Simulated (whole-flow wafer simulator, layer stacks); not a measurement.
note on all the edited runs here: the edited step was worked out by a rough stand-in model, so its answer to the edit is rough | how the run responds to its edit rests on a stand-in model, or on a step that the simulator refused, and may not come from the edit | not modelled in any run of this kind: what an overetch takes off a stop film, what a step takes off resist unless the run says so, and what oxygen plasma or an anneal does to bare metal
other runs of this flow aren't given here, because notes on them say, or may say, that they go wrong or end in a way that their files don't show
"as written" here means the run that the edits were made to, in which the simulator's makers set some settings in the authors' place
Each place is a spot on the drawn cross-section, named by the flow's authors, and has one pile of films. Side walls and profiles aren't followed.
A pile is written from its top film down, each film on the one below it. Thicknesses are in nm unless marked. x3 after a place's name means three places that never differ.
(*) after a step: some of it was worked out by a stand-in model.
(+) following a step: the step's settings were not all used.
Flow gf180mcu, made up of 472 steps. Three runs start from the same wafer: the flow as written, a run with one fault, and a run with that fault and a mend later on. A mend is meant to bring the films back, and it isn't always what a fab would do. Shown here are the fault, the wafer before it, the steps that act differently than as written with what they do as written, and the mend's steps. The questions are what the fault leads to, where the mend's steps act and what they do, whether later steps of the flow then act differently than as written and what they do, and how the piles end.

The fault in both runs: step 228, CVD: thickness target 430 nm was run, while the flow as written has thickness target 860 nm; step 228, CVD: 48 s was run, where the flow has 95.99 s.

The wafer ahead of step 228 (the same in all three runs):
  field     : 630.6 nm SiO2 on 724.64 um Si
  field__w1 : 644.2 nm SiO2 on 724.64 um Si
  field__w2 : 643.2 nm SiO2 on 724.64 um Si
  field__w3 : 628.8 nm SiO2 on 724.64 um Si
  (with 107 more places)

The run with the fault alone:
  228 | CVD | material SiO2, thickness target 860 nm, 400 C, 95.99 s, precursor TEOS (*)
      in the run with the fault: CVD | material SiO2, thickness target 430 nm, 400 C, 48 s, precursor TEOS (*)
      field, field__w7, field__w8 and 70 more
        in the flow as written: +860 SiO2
        in the run with the fault: +439.1 SiO2
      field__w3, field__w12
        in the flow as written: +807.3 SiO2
        in the run with the fault: +415.9 SiO2
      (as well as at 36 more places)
  Steps further on in the flow that do not act as written:
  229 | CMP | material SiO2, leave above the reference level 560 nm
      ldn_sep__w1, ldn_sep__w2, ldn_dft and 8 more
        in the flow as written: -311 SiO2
        in the run with the fault: nothing
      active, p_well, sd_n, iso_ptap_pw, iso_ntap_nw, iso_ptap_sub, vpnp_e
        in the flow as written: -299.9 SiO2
        in the run with the fault: nothing
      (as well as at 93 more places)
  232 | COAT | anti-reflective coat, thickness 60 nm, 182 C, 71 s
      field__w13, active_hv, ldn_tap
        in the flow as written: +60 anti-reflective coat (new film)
        in the run with the fault: +72.1 anti-reflective coat (new film)
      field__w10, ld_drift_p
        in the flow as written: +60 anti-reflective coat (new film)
        in the run with the fault: +122.5 anti-reflective coat (new film)
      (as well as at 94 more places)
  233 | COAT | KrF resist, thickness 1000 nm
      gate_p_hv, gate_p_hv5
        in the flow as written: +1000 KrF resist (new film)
        in the run with the fault: +948.2 KrF resist (new film)
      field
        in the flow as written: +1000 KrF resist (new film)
        in the run with the fault: +1021.5 KrF resist (new film)
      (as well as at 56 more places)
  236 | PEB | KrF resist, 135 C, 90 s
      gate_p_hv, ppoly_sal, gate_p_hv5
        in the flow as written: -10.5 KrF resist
        in the run with the fault: -9.73 KrF resist
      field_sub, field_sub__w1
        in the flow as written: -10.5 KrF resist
        in the run with the fault: -11.4 KrF resist
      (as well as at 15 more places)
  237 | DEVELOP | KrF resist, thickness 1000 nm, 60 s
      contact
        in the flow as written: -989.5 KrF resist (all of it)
        in the run with the fault: -1020.4 KrF resist (all of it)
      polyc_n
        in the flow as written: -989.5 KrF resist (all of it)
        in the run with the fault: -944.2 KrF resist (all of it)
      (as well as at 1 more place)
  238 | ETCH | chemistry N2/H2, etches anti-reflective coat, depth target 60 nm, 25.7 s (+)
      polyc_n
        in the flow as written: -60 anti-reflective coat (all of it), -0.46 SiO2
        in the run with the fault: -14.6 anti-reflective coat (all of it), -1.62 SiO2
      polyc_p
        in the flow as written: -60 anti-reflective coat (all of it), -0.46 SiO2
        in the run with the fault: -14.5 anti-reflective coat (all of it), -1.63 SiO2
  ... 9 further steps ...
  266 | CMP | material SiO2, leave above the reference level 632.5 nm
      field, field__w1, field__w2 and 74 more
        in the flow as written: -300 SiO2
        in the run with the fault: -287.7 SiO2
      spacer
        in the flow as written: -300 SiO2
        in the run with the fault: -284 SiO2
  The piles end different from the flow's at field, field__w1, field__w2 and 80 more by more than 2% or 0.5 nm, whichever is larger.
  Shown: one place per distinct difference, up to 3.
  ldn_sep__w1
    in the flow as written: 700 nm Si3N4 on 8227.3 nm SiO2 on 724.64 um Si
    in the run with the fault: 700 nm Si3N4 on 7042.5 nm SiO2 on 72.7 nm W on 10 nm TiN on 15 nm Ti on 1090.4 nm SiO2 on 724.64 um Si
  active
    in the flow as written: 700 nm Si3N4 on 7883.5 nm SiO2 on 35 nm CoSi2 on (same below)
    in the run with the fault: 700 nm Si3N4 on 7042.5 nm SiO2 on 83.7 nm W on 10 nm TiN on 15 nm Ti on 735.6 nm SiO2 on 35 nm CoSi2 on (same below)
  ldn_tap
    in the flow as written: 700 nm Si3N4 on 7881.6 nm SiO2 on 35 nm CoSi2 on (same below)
    in the run with the fault: 700 nm Si3N4 on 7042.5 nm SiO2 on 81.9 nm W on 10 nm TiN on 15 nm Ti on 735.6 nm SiO2 on 35 nm CoSi2 on (same below)

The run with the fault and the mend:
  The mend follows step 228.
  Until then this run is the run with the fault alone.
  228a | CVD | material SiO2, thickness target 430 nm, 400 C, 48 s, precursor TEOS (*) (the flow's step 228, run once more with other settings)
      field, field__w7, field__w8 and 72 more
        +439.1 SiO2
      field__w1, contact, active_hv
        +430.8 SiO2
      field_sub__w1, field_sub__w4, field_sub__w5
        +427.5 SiO2
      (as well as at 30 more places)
  Steps further on in the flow that do not act as written:
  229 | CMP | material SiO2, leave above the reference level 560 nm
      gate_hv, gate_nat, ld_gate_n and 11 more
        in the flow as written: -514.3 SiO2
        in the run with the mend: -532.5 SiO2
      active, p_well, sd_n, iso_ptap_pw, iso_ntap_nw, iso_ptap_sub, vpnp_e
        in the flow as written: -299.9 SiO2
        in the run with the mend: -318.1 SiO2
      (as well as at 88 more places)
  The piles end the same as the flow's at every place that both follow.
